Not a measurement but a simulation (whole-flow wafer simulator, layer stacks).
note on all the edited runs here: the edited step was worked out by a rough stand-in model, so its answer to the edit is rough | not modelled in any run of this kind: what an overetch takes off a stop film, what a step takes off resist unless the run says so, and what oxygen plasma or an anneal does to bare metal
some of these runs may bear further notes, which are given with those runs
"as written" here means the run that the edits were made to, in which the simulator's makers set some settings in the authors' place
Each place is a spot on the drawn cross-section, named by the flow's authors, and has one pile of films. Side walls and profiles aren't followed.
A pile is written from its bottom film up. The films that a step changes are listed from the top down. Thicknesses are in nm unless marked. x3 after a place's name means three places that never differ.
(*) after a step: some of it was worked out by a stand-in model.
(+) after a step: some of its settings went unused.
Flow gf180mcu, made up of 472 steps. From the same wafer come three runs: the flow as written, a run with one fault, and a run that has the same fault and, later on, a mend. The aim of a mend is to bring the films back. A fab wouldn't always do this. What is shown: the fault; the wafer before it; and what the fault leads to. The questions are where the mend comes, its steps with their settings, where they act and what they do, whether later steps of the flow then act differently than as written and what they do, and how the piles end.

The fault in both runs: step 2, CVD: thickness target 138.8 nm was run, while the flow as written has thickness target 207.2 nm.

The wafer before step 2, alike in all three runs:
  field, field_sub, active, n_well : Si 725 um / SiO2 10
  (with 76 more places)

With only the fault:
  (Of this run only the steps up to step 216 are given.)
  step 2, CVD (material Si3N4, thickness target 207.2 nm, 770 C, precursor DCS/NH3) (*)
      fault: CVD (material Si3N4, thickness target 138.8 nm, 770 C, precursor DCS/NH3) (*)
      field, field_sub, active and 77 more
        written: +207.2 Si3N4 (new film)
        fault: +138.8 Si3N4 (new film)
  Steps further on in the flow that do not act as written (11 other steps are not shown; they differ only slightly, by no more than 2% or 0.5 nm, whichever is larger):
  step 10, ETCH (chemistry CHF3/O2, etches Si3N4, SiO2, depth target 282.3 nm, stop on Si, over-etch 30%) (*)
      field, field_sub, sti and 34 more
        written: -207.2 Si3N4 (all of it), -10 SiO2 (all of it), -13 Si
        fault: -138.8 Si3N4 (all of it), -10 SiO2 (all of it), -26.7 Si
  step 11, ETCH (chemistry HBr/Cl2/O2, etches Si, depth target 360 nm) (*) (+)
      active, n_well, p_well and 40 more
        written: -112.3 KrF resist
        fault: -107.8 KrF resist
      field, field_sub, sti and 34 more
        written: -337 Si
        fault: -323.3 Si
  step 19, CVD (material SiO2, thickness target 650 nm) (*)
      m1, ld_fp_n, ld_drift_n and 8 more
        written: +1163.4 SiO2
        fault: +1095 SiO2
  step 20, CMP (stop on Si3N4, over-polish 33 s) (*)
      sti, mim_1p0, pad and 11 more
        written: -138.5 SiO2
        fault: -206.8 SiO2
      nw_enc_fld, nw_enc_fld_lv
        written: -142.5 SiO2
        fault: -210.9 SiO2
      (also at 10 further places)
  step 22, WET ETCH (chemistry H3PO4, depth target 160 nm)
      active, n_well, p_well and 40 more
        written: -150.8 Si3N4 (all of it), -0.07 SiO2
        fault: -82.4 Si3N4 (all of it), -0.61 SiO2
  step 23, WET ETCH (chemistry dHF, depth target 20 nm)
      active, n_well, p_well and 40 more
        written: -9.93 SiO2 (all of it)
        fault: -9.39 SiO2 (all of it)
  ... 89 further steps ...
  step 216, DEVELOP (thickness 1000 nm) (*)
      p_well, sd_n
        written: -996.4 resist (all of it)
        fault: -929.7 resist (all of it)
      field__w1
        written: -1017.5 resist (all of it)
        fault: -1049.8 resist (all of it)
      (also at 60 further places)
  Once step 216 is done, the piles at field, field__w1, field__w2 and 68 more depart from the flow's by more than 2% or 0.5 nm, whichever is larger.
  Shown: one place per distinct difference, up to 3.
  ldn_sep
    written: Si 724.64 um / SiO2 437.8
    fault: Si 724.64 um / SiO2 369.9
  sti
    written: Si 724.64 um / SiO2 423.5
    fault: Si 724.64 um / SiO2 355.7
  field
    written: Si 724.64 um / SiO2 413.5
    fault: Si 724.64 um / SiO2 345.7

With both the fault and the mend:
  The mend follows step 2.
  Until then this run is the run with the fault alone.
  step 2a, CVD (material Si3N4, thickness target 68.36 nm, 770 C, precursor DCS/NH3) (*) (a further turn of the flow's step 2, with different settings)
      field, field_sub, active and 77 more
        +68.4 Si3N4
  Every later step of the flow that is run acts as written at every place that is followed.
  By the end, the piles equal the flow's at every place that both follow.
